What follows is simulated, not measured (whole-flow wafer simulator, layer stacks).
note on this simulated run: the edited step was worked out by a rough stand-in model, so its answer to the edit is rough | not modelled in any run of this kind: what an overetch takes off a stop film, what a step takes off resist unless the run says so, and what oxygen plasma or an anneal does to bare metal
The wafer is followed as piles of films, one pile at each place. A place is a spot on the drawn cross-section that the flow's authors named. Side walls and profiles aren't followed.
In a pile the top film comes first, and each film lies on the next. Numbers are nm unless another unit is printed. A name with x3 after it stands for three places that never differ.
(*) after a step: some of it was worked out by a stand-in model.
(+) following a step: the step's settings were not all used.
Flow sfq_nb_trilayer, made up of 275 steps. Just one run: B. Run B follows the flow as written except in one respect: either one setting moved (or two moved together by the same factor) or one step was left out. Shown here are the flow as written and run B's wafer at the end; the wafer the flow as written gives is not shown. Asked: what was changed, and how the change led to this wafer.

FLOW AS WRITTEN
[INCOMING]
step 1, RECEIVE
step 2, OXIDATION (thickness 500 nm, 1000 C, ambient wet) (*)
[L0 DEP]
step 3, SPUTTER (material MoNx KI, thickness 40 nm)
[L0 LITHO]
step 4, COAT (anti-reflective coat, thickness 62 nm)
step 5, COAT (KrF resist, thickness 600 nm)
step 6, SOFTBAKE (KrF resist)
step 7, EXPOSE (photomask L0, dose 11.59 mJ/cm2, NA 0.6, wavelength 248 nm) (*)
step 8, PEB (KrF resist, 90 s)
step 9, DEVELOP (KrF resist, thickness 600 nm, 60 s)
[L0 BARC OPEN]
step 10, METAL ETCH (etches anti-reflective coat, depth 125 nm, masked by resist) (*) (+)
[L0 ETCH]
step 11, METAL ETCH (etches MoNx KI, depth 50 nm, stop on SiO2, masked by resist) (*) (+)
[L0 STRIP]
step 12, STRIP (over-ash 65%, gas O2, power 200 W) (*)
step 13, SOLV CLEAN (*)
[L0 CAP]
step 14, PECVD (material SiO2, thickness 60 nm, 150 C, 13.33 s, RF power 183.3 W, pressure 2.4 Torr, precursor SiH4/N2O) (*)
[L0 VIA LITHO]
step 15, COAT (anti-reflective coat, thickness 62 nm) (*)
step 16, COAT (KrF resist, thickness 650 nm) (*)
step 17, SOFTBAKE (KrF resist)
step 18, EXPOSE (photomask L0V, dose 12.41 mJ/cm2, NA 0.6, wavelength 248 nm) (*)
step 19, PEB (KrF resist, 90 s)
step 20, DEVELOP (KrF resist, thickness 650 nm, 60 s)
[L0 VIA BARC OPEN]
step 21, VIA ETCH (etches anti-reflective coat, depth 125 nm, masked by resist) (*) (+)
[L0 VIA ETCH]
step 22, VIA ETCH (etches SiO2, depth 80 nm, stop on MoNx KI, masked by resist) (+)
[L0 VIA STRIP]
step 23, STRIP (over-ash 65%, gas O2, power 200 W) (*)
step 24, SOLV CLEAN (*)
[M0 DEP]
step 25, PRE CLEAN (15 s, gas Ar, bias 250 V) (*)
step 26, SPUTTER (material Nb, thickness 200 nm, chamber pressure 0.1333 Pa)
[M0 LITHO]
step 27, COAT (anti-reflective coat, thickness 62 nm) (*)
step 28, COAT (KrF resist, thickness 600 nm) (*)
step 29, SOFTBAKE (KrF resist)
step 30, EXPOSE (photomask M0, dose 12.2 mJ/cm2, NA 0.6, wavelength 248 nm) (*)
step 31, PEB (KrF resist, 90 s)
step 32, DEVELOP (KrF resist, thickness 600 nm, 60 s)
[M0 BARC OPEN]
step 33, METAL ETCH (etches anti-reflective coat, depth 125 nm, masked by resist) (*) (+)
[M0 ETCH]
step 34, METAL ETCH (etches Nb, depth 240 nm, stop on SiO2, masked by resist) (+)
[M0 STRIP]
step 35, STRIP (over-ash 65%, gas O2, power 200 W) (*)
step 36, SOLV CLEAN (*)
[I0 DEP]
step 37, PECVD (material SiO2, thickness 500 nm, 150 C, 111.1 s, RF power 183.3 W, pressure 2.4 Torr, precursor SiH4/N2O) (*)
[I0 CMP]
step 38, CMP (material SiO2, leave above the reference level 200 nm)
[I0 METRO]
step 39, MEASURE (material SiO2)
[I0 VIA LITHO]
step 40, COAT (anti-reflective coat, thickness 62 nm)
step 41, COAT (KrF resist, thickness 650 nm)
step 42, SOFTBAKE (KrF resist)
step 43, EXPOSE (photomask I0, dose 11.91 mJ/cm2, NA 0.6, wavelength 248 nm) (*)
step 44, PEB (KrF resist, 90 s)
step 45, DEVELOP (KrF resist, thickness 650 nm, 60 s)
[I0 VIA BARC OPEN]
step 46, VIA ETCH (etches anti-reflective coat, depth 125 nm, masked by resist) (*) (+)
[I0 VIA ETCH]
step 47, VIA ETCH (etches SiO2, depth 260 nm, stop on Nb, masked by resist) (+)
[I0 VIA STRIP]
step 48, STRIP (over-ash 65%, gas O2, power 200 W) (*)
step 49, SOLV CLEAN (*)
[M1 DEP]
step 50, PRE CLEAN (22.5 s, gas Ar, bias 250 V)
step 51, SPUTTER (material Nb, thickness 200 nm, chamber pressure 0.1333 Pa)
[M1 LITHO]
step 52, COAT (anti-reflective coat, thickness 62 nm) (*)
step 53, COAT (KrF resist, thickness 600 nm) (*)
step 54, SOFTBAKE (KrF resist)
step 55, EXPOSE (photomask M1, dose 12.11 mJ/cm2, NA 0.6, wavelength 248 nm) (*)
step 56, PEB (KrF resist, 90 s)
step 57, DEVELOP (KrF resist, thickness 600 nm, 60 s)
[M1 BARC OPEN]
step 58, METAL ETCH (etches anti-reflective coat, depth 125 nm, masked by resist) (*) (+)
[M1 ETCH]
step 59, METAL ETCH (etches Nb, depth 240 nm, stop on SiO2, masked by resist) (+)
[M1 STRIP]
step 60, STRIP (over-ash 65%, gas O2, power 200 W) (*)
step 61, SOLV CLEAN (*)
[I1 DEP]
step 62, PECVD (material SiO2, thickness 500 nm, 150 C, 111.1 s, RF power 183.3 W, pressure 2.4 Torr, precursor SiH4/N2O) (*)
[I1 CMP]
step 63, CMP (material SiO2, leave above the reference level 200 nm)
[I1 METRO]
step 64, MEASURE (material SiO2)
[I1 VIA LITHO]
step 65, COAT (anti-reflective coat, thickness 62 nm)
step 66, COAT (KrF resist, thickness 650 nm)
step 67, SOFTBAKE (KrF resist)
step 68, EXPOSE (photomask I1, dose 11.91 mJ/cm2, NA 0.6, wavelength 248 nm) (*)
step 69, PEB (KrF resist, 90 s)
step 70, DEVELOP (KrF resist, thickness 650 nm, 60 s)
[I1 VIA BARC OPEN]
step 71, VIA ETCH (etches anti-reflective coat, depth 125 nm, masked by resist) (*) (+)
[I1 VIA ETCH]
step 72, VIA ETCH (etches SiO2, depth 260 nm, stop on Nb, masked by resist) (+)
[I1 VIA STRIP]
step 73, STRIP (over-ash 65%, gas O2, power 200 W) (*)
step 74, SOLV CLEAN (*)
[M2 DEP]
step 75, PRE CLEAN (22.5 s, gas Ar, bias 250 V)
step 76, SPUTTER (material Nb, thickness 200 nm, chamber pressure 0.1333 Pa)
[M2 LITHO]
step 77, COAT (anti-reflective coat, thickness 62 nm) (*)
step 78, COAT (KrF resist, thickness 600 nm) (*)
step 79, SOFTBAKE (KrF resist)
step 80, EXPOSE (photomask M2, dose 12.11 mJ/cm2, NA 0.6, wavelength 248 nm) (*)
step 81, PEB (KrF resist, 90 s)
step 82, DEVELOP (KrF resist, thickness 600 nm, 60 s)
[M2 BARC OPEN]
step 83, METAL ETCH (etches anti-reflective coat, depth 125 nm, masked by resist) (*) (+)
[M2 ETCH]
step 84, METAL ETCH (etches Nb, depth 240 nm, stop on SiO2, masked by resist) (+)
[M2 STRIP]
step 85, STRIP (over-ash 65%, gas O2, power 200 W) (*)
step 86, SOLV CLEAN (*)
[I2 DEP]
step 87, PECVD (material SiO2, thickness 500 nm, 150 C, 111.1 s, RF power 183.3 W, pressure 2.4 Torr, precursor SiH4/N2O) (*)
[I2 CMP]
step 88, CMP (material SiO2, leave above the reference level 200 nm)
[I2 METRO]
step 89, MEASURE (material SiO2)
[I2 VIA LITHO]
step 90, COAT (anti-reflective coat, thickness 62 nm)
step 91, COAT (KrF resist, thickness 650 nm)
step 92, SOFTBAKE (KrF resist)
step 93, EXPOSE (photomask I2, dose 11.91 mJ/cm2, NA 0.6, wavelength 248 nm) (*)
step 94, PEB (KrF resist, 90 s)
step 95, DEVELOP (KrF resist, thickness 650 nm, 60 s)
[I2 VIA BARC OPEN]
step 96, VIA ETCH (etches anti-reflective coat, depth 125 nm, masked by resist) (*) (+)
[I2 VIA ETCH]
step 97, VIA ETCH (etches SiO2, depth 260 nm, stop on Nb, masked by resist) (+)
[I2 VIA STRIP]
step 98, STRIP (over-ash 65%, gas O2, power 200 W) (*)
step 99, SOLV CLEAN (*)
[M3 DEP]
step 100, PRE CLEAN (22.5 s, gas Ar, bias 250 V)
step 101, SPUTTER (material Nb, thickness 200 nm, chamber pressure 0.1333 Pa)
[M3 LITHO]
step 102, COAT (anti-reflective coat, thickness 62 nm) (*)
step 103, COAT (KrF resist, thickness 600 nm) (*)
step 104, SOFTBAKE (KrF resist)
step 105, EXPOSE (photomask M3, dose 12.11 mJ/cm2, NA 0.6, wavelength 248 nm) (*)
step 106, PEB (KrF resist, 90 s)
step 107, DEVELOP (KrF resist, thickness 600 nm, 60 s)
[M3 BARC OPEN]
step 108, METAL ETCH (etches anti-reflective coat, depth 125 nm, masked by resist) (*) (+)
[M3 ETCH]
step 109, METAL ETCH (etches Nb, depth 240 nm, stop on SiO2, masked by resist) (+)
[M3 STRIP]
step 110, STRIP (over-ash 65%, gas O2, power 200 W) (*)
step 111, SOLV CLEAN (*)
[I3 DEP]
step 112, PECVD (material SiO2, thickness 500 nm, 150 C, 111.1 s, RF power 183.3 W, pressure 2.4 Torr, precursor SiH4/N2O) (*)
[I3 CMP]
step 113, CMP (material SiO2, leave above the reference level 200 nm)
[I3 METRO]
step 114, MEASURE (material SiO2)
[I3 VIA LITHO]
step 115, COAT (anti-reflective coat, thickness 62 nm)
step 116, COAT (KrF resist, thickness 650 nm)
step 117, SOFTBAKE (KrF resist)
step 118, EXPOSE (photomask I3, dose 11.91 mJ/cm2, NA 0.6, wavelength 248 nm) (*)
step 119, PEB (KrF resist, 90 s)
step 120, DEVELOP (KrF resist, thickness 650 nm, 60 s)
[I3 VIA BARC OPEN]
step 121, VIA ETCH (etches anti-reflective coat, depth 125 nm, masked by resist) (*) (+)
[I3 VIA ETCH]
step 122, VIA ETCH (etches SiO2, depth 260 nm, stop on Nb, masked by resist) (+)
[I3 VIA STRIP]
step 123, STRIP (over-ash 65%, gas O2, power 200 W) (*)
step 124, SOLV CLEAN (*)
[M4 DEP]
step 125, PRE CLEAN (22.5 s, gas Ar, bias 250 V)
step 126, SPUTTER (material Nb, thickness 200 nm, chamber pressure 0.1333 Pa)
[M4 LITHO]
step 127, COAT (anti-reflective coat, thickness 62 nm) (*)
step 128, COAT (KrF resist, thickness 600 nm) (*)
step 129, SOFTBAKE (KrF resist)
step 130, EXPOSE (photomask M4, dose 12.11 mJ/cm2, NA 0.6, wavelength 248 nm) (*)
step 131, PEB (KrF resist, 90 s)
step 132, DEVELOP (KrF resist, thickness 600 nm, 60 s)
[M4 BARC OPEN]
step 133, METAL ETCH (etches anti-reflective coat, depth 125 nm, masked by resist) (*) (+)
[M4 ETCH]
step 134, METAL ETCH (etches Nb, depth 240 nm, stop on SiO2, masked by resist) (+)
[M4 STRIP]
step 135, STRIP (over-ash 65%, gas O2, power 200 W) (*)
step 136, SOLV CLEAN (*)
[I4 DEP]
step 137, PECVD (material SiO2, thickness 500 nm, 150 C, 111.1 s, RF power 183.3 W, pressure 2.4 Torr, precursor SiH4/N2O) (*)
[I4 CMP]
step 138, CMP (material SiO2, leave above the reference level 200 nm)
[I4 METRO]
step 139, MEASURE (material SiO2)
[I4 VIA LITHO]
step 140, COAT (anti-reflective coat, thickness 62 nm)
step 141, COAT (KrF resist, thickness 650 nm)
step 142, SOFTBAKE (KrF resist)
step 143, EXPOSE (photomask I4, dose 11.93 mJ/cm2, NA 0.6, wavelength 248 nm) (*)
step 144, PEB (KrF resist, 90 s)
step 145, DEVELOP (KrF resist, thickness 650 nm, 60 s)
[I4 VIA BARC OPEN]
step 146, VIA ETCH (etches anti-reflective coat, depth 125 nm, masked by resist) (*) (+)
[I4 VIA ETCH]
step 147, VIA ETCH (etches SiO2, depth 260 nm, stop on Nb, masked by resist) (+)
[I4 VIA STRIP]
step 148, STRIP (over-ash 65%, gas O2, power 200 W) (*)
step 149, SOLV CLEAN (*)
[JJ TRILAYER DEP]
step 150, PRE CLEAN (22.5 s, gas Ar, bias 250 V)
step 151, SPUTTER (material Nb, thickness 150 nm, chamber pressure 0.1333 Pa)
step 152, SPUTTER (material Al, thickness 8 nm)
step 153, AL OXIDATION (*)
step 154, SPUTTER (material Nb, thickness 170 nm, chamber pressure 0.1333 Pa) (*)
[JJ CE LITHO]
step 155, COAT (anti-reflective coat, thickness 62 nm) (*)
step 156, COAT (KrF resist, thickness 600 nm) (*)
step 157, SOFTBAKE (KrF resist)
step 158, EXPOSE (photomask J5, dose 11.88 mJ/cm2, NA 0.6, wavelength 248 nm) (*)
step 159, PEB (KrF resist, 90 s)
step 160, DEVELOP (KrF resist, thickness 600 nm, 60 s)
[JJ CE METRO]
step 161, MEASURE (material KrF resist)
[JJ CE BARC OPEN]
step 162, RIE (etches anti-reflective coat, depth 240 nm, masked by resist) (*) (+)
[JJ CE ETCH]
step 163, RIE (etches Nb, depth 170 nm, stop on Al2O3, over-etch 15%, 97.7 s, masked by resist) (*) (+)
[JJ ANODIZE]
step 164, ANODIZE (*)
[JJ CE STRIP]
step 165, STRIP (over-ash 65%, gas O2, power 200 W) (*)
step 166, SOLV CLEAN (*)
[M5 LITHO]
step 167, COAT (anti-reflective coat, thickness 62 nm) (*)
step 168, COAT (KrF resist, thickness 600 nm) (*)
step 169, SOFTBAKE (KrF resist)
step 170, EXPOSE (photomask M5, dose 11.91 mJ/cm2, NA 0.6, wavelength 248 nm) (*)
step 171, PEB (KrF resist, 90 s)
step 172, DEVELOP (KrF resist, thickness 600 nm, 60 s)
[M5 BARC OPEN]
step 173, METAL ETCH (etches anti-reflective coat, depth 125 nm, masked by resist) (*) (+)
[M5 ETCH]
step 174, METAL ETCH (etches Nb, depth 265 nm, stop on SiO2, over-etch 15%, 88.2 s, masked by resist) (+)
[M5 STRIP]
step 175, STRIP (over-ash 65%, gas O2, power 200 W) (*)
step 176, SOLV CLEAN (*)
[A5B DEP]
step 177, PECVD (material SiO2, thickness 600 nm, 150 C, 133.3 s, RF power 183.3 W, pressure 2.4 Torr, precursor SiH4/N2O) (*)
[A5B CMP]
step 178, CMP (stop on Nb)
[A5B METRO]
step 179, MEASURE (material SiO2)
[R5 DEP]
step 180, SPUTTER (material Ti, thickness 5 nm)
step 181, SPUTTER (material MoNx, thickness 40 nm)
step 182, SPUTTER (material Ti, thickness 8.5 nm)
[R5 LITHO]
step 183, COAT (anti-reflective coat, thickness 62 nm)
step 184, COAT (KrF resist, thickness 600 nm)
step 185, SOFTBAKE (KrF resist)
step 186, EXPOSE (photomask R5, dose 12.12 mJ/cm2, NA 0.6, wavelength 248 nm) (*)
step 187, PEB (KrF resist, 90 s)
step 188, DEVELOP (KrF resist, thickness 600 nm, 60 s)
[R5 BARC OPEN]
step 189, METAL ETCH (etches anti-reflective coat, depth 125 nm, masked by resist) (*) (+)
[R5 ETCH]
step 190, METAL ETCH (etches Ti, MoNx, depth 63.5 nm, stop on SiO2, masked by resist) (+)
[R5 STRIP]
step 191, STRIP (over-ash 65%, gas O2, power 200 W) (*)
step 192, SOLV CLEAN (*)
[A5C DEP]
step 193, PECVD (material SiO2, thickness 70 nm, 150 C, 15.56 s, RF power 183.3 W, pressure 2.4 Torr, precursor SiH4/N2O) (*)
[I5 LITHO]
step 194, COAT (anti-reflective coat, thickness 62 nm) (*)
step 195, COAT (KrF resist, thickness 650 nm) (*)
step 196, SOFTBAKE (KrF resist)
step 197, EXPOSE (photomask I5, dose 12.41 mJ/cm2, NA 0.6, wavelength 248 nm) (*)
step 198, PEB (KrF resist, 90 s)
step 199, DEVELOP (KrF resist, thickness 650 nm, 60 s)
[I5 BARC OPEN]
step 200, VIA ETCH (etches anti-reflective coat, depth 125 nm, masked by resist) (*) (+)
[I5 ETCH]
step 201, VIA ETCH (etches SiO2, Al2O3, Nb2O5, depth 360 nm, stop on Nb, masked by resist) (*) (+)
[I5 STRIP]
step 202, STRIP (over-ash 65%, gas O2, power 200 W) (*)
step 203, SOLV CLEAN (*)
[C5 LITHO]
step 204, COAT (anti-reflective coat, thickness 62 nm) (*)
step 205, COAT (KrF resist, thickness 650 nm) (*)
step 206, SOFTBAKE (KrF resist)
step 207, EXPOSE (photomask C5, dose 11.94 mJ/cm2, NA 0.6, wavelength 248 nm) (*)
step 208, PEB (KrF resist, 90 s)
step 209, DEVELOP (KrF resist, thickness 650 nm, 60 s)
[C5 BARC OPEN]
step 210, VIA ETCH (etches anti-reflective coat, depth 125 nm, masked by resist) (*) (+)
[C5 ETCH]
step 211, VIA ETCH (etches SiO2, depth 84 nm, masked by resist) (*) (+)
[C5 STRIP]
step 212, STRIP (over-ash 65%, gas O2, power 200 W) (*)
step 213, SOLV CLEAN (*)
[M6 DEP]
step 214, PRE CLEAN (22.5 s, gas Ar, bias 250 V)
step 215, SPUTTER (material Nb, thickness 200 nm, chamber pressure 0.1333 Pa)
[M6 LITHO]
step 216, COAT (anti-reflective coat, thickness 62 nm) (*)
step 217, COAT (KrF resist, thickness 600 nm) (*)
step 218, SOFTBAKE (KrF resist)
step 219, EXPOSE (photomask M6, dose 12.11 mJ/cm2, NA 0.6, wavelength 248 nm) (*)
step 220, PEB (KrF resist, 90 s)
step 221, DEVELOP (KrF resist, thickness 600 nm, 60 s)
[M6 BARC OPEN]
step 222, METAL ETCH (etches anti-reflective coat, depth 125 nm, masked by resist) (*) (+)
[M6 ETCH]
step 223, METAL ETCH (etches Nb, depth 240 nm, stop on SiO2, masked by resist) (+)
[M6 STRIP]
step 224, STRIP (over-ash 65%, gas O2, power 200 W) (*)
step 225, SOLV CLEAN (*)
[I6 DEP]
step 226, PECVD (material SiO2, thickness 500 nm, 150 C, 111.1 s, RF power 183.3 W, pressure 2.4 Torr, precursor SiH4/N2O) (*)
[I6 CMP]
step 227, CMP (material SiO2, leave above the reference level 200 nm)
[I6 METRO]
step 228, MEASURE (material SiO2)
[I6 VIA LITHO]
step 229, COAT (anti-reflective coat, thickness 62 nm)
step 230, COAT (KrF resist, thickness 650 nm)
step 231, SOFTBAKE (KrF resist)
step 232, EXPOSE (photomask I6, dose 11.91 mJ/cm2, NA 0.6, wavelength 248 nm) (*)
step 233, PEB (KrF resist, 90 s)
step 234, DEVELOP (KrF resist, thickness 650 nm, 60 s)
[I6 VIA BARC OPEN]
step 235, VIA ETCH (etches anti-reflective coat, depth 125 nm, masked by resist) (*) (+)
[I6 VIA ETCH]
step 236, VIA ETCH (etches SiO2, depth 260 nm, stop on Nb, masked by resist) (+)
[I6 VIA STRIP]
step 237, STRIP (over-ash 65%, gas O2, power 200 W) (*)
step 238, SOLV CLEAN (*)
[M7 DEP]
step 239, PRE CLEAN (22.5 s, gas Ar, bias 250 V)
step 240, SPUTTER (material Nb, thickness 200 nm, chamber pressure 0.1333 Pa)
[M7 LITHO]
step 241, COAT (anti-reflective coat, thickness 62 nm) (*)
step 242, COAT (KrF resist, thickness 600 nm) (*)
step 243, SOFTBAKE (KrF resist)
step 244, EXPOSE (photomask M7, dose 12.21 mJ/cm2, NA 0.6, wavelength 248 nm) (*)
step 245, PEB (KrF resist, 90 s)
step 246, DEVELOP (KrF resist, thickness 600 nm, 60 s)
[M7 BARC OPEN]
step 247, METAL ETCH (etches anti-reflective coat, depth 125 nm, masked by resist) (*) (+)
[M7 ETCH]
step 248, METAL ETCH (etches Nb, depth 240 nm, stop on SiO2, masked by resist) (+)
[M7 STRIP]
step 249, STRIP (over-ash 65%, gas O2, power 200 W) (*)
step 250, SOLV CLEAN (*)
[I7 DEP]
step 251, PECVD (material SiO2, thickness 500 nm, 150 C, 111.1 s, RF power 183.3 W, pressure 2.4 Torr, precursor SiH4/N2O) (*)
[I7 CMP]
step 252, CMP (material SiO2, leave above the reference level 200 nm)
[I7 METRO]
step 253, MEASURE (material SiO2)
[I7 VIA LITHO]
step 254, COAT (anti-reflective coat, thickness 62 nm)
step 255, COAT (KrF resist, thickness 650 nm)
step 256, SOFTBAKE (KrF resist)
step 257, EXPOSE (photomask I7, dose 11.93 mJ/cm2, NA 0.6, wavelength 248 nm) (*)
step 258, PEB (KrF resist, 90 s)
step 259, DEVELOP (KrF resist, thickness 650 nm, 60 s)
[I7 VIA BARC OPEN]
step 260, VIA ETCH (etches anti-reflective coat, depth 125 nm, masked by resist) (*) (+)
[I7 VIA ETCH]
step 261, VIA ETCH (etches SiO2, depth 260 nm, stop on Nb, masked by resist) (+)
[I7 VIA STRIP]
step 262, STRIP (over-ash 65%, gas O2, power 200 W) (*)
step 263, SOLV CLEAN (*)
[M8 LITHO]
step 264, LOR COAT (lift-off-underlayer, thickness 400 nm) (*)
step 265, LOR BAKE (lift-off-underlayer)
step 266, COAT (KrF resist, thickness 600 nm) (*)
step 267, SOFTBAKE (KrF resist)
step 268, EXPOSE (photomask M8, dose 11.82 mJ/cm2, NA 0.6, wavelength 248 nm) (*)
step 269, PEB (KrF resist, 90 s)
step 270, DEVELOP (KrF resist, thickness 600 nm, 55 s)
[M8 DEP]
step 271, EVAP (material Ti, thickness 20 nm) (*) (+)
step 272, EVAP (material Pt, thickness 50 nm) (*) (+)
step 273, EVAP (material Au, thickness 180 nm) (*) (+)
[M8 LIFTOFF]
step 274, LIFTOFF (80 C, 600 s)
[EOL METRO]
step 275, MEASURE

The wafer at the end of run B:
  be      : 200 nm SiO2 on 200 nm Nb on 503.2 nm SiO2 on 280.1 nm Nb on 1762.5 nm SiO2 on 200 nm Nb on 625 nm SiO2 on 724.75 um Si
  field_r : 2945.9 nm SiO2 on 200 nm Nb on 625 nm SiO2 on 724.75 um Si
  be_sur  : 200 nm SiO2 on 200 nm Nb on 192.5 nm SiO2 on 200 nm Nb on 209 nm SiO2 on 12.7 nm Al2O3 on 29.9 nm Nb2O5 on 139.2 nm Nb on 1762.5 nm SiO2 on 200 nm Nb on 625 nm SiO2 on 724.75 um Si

What caused this: step 2, OXIDATION: thickness 570 nm was run, whereas the flow has thickness 500 nm.

How this came from the change, step by step:
  step 2, OXIDATION (thickness 500 nm, 1000 C, ambient wet) (*)
      field_l, v_sur, via_wl and 103 more: SiO2 gains 570 (new film), chemical SiO2 loses 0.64 (all of it), Si loses 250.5 (as written it would have been: SiO2 gains 500 (new film), chemical SiO2 loses 0.64 (all of it), Si loses 219.7)
